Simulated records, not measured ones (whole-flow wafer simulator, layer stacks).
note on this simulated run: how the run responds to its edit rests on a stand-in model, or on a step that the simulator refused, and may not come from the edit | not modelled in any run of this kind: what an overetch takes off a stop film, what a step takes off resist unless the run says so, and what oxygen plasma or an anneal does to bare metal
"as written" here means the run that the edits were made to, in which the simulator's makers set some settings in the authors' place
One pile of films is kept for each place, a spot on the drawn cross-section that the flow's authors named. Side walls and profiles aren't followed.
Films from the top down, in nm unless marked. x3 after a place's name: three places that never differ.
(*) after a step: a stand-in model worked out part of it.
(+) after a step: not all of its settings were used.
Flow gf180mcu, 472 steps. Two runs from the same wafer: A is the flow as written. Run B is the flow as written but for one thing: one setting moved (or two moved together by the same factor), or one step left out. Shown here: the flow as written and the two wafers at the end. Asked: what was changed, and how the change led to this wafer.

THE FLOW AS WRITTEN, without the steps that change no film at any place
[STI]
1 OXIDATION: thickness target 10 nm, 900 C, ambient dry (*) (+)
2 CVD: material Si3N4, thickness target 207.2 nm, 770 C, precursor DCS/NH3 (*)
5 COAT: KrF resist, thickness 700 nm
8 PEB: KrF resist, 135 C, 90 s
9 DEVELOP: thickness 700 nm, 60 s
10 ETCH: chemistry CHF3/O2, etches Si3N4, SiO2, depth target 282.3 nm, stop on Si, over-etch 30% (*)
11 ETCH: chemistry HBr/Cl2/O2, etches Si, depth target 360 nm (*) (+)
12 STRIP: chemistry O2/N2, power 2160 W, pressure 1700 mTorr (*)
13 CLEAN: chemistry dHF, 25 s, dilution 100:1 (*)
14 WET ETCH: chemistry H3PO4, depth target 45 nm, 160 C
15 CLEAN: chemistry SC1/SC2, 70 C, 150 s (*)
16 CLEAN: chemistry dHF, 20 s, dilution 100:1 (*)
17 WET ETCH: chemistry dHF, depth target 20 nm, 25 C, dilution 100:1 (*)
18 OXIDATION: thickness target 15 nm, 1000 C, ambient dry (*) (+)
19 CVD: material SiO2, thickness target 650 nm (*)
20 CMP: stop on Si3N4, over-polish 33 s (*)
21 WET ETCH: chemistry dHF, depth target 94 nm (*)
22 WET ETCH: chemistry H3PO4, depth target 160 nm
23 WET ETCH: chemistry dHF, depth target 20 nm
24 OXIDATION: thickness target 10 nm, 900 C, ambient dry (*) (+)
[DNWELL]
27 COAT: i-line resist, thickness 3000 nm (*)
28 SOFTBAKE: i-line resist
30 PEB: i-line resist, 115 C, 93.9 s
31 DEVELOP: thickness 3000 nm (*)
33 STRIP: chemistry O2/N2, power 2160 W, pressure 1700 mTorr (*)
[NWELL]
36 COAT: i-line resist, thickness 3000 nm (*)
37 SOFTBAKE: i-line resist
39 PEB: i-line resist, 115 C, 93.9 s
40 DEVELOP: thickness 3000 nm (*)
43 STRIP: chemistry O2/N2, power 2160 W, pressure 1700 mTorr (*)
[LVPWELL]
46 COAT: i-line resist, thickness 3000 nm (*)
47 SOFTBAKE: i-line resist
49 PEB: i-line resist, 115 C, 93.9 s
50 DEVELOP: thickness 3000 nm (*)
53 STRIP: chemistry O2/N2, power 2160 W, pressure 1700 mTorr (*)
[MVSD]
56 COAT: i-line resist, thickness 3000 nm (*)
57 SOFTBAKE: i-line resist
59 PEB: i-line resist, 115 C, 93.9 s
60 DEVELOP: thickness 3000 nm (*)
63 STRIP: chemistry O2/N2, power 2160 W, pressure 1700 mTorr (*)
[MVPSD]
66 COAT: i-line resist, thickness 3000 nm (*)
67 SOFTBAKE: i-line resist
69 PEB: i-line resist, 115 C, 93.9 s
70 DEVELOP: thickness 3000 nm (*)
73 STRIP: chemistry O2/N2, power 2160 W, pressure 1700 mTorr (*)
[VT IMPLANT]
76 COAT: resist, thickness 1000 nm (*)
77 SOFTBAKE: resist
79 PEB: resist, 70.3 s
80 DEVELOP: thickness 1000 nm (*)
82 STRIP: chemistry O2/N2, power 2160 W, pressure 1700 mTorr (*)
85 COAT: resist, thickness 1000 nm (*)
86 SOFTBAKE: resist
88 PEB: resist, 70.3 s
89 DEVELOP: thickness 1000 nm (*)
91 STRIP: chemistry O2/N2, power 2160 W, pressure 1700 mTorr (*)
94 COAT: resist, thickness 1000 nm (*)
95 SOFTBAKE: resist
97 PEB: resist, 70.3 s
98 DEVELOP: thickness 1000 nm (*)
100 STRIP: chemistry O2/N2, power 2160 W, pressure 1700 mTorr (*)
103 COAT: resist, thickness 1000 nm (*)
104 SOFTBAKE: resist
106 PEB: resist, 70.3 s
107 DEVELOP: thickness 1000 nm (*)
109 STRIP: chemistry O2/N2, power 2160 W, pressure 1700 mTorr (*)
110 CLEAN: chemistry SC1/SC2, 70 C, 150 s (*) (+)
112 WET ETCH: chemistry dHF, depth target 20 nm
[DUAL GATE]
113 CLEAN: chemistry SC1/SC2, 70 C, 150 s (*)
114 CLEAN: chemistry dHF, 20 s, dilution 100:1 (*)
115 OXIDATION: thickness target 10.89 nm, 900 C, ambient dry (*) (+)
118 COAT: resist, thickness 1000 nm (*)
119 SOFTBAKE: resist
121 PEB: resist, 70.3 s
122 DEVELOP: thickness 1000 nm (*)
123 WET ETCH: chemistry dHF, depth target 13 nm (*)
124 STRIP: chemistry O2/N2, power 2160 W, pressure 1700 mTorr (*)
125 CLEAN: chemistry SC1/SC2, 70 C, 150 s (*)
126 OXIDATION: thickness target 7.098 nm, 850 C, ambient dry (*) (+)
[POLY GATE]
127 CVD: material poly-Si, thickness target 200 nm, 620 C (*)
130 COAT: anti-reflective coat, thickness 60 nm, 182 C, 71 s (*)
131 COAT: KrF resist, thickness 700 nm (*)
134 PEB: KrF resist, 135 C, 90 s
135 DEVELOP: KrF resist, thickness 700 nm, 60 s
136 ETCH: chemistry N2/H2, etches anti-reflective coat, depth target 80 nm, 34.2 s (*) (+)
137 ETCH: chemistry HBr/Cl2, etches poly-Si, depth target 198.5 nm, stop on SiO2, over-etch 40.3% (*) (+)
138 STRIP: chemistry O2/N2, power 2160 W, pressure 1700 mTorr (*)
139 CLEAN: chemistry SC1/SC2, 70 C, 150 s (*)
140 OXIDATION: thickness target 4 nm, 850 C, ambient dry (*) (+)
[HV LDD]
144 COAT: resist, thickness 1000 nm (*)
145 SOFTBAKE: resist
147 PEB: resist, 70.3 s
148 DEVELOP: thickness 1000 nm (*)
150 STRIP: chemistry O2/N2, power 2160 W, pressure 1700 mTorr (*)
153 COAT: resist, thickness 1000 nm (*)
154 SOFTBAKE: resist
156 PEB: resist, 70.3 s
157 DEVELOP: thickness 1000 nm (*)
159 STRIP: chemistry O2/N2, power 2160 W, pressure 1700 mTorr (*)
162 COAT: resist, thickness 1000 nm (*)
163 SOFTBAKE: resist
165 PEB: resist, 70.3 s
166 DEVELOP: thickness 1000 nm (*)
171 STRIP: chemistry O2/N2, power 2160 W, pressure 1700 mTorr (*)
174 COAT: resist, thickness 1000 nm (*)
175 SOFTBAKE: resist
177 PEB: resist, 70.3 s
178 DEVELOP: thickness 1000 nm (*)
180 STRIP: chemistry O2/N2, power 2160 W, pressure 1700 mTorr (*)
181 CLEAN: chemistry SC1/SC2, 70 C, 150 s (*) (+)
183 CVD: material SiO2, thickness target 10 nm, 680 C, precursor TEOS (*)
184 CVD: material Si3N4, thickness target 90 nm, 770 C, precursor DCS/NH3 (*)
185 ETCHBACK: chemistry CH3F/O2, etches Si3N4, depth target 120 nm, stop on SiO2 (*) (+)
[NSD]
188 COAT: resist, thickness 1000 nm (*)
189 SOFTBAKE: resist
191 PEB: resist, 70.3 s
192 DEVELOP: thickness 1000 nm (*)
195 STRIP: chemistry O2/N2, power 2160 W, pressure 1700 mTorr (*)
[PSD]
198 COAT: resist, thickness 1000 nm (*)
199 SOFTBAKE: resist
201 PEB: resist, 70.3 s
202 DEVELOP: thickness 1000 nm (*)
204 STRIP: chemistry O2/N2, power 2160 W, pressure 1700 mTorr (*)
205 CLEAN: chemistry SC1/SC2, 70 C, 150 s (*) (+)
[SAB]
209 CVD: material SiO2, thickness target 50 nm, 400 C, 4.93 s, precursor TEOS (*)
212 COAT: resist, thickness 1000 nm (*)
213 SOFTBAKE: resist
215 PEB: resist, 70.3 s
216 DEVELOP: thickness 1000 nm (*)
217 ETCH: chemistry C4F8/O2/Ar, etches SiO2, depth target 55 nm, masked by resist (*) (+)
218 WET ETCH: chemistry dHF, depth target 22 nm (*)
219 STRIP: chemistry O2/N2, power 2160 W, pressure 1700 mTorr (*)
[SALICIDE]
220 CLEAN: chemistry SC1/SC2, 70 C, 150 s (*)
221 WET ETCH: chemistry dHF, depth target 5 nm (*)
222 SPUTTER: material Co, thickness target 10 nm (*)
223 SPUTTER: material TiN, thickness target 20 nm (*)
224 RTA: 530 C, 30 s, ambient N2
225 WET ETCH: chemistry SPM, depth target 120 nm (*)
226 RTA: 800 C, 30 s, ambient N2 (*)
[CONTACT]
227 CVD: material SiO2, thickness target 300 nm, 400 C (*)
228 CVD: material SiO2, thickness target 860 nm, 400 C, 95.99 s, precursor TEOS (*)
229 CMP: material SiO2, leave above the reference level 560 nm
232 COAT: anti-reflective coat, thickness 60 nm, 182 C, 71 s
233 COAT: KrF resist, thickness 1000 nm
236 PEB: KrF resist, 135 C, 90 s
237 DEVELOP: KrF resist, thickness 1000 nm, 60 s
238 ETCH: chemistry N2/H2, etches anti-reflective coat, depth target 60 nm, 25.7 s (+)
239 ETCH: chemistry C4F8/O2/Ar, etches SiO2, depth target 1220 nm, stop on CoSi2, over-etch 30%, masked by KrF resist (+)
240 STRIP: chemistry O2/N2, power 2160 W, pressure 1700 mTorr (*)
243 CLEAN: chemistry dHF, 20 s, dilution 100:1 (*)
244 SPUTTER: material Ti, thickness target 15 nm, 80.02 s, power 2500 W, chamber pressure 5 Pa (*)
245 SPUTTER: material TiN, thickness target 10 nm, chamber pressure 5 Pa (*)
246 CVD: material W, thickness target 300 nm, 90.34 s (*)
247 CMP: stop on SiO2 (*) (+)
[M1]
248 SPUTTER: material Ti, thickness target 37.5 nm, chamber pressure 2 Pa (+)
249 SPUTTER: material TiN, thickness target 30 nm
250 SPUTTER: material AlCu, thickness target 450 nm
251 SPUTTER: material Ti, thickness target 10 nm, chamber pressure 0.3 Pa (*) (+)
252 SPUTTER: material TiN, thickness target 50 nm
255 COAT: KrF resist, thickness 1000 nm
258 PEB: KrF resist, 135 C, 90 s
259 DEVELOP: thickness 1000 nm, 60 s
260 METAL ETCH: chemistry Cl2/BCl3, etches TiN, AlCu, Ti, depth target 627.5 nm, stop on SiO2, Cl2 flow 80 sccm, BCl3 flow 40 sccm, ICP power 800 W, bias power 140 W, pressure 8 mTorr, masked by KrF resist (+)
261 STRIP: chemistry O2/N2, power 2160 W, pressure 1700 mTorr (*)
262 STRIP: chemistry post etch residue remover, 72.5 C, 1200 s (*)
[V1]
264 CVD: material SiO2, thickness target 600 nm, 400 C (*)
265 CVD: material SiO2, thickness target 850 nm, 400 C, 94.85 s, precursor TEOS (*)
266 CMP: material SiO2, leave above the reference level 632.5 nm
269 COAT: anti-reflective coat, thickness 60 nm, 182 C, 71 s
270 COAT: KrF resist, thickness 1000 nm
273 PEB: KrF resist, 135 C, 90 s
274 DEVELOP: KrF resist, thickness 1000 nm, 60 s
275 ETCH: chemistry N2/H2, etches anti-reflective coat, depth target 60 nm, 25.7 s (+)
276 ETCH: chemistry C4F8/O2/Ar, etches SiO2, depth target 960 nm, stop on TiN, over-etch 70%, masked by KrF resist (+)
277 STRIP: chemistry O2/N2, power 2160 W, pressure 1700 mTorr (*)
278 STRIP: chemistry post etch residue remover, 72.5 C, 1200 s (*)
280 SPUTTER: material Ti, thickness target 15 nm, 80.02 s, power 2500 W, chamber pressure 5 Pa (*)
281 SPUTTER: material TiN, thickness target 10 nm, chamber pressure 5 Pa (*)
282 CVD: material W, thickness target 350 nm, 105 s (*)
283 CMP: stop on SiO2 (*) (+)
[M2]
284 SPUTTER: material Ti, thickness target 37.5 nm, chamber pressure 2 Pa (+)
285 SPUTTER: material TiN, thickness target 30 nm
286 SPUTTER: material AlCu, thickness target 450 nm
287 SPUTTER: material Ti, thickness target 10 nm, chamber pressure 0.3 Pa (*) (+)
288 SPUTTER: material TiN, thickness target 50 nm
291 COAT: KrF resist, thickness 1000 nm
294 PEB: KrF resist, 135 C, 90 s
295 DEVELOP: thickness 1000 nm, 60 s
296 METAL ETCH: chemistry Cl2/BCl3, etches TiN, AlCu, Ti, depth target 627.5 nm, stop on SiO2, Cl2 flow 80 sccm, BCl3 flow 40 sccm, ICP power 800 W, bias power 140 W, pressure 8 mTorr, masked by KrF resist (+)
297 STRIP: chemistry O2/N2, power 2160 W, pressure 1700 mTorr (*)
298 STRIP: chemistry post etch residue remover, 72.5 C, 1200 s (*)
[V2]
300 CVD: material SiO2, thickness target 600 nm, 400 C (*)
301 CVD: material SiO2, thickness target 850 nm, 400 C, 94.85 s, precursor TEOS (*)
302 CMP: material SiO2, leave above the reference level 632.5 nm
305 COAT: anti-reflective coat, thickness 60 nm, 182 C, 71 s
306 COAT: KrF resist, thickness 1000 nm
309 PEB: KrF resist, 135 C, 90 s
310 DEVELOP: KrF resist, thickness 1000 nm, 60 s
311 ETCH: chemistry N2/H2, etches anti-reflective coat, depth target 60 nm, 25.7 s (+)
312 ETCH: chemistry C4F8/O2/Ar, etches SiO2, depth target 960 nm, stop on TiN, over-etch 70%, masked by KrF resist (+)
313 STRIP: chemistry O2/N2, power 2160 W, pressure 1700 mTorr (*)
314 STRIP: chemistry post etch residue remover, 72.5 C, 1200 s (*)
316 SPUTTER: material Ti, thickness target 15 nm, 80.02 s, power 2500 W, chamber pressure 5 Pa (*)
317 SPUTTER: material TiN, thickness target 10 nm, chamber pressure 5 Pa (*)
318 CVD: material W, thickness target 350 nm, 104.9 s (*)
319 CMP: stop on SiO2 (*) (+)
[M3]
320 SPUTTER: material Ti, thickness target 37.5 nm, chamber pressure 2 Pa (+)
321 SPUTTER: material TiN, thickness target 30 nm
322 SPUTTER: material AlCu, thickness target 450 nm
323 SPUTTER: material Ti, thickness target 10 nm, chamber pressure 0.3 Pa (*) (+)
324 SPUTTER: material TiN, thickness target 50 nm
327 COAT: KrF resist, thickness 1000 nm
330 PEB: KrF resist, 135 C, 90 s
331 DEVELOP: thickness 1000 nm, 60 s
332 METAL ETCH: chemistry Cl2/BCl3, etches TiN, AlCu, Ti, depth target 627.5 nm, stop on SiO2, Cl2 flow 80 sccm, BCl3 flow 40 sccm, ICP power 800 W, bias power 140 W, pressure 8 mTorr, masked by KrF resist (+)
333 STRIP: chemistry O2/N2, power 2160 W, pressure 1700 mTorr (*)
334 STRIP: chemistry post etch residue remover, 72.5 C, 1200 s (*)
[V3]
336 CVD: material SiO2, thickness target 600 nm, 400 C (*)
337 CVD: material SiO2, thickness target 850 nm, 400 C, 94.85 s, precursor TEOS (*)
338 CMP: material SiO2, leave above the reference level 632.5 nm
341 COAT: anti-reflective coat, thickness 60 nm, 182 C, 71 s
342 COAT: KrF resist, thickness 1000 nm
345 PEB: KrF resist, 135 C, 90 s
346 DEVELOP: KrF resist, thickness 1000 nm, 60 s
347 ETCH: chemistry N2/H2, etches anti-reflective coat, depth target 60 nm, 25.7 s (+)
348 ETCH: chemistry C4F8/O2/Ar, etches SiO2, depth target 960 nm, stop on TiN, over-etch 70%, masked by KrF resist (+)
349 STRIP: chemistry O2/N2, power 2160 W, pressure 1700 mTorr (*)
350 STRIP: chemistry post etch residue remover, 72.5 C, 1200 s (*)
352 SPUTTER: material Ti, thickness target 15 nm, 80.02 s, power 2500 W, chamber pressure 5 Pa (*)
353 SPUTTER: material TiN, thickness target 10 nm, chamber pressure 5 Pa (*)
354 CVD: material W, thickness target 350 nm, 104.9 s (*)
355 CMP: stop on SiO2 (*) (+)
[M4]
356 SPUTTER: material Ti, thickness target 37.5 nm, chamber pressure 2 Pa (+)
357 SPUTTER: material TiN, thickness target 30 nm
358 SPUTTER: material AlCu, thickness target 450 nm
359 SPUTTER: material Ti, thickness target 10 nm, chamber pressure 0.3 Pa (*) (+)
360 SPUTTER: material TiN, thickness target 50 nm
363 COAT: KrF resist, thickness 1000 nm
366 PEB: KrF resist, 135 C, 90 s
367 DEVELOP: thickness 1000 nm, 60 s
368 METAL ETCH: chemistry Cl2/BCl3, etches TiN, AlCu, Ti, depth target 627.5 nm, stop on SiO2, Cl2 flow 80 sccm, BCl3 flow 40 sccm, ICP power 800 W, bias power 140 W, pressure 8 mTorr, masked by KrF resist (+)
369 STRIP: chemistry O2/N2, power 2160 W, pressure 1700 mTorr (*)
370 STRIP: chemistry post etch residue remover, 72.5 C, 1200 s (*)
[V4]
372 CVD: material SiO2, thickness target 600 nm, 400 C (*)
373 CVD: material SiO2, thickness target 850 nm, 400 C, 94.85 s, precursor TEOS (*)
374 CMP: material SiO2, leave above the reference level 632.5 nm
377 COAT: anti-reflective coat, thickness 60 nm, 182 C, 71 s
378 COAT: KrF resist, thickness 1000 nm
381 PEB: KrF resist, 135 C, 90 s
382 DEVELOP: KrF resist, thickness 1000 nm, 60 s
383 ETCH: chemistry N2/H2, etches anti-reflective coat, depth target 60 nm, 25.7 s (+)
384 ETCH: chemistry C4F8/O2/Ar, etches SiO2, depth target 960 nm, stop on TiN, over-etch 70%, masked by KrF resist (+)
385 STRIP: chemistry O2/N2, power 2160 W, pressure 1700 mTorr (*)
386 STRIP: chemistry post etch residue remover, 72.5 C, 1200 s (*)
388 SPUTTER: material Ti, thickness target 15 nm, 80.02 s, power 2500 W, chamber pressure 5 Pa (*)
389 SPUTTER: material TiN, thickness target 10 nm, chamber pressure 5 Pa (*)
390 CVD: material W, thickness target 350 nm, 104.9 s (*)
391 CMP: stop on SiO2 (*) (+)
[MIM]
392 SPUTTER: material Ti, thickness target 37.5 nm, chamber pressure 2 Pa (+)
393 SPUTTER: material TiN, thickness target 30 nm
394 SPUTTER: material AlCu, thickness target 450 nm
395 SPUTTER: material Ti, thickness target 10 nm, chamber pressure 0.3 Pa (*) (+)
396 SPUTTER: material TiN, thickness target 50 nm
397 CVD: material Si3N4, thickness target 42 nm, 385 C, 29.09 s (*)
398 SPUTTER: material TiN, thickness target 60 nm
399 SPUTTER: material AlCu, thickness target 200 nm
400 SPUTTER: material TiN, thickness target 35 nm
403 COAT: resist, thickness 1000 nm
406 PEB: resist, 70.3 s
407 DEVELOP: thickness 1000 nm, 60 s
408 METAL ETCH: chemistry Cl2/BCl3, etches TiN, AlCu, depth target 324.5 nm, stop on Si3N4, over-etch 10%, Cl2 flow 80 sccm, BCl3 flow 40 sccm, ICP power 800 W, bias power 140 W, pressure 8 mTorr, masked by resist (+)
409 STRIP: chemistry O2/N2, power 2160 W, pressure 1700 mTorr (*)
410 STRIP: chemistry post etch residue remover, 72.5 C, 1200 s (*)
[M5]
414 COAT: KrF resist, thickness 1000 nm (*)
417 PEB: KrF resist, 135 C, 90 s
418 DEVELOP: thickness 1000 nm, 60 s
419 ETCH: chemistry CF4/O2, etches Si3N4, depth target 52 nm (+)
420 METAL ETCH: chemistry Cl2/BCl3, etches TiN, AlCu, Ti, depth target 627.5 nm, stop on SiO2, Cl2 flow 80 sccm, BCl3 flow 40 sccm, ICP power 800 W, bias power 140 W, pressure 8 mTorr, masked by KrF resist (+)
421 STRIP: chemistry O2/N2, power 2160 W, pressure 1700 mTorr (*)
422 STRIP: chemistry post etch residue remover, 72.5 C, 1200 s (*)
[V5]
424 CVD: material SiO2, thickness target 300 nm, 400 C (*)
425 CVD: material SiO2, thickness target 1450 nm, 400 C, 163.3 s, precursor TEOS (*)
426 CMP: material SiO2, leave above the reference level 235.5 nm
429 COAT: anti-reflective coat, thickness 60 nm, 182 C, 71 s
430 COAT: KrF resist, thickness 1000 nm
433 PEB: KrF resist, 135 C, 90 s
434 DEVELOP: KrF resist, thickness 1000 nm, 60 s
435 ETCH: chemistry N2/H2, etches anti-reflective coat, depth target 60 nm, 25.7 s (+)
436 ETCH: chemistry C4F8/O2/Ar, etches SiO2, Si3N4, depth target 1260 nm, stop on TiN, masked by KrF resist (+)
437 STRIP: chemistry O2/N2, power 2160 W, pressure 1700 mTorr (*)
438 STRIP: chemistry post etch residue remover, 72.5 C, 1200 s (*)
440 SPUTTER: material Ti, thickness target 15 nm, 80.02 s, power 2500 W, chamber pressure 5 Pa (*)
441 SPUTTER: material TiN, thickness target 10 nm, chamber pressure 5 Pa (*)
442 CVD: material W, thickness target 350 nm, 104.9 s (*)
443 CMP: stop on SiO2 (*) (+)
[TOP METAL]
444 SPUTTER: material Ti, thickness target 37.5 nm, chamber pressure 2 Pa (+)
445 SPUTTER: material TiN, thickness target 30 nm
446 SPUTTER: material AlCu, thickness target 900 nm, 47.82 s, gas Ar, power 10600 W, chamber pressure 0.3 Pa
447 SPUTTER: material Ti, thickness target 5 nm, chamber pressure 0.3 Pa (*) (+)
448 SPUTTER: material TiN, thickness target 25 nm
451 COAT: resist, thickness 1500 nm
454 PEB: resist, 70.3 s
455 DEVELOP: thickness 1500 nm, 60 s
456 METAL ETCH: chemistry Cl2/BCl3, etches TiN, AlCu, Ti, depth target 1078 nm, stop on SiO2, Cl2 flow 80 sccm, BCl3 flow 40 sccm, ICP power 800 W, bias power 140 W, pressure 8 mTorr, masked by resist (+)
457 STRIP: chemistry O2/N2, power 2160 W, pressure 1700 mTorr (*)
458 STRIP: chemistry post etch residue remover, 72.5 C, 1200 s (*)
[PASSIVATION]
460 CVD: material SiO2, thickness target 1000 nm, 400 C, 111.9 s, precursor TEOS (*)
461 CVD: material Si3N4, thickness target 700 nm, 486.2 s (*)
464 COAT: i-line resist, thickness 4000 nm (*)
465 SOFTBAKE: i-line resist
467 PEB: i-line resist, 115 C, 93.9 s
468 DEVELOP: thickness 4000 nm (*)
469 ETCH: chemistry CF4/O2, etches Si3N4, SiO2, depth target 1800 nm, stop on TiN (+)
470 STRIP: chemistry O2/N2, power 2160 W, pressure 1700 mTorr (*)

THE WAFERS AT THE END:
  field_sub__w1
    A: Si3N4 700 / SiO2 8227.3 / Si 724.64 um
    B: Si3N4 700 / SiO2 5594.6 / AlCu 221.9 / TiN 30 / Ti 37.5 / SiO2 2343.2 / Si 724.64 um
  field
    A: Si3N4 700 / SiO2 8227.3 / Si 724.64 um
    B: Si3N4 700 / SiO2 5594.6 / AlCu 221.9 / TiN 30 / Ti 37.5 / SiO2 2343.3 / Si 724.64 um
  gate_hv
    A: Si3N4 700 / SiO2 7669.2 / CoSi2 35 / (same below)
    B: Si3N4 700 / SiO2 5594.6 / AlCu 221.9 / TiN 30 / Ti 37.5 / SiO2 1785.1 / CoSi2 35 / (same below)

The cause: step 296, METAL ETCH: depth target 282.4 nm was run, where the flow has depth target 627.5 nm.

How the change led to this, step by step:
  296 METAL ETCH: chemistry Cl2/BCl3, etches TiN, AlCu, Ti, depth target 627.5 nm, stop on SiO2, Cl2 flow 80 sccm, BCl3 flow 40 sccm, ICP power 800 W, bias power 140 W, pressure 8 mTorr, masked by KrF resist (+)
      field, field__w1, field__w2 and 103 more: A TiN -50 (all of it), Ti -10 (all of it), AlCu -450 (all of it), TiN -30 (all of it), Ti -37.5 (all of it) | B TiN -50 (all of it), Ti -10 (all of it), AlCu -222.4
      field__w8, contact, m1, m1__w1, m1_nw: A KrF resist -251 | B KrF resist -113
  297 STRIP: chemistry O2/N2, power 2160 W, pressure 1700 mTorr (*)
      field__w8, contact, m1, m1__w1, m1_nw: A KrF resist -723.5 (all of it) | B KrF resist -861.6 (all of it)
  298 STRIP: chemistry post etch residue remover, 72.5 C, 1200 s (*)
      field, field__w1, field__w2 and 103 more: A nothing | B AlCu -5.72
  300 CVD: material SiO2, thickness target 600 nm, 400 C (*)
      field, field__w1, field__w2 and 103 more: A SiO2 +600 | B SiO2 +600 (new film)
  302 CMP: material SiO2, leave above the reference level 632.5 nm
      field, field__w1, field__w2 and 103 more: A SiO2 -300 | B SiO2 -589.4
Counting metal films that touch as one body, field_sub__w1 has 1 body; the flow as written gives 0 bodies.
Counting metal films that touch as one body, field has 1 body; the flow as written gives 0 bodies.
Counting metal films that touch as one body, gate_hv has 2 bodies (between them, from the top down: SiO2 1785.1); the flow as written gives 1 body.
